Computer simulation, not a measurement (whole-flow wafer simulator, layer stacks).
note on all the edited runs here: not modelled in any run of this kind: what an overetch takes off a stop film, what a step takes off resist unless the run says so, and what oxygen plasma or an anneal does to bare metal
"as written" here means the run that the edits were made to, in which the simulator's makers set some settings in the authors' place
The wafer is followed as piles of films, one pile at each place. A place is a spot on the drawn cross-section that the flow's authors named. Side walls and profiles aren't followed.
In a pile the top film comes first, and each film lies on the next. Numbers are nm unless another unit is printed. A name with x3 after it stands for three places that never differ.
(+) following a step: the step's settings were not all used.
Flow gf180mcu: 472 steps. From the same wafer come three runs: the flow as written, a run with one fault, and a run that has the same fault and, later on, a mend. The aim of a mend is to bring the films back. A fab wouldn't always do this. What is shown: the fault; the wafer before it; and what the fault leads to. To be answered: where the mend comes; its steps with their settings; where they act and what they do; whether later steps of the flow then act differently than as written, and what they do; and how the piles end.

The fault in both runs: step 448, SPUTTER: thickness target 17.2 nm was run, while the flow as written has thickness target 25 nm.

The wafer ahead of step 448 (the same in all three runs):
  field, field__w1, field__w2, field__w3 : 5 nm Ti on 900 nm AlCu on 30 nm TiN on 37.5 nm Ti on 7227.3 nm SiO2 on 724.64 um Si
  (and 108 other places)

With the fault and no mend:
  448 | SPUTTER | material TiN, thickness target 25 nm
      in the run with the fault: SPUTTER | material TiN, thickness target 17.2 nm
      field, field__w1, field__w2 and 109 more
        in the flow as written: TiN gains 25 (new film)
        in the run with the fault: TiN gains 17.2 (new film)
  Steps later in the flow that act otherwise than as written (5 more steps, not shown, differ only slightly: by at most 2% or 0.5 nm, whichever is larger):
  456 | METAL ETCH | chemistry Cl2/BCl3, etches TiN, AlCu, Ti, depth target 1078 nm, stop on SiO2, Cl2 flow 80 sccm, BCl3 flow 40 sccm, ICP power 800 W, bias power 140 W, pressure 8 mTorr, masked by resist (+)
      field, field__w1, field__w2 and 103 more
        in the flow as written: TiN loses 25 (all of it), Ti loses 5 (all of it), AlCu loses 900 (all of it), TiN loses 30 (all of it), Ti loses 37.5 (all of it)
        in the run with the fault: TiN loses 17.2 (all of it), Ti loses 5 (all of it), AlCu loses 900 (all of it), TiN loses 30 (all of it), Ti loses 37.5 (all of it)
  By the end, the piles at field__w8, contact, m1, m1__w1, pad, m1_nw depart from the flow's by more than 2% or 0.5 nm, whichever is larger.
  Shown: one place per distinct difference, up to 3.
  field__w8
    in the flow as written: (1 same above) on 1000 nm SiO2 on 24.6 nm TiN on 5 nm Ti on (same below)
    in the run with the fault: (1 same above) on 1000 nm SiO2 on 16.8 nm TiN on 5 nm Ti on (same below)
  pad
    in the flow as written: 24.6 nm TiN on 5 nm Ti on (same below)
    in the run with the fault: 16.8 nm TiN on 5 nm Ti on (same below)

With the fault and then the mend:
  The mend follows step 448.
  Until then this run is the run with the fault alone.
  448a | SPUTTER | material TiN, thickness target 7.8 nm (a further turn of the flow's step 448, with different settings)
      field, field__w1, field__w2 and 109 more
        TiN gains 7.8
  None of the later steps of the flow acts differently than as written at any place that is followed.
  By the end, the piles equal the flow's at every place that both follow.
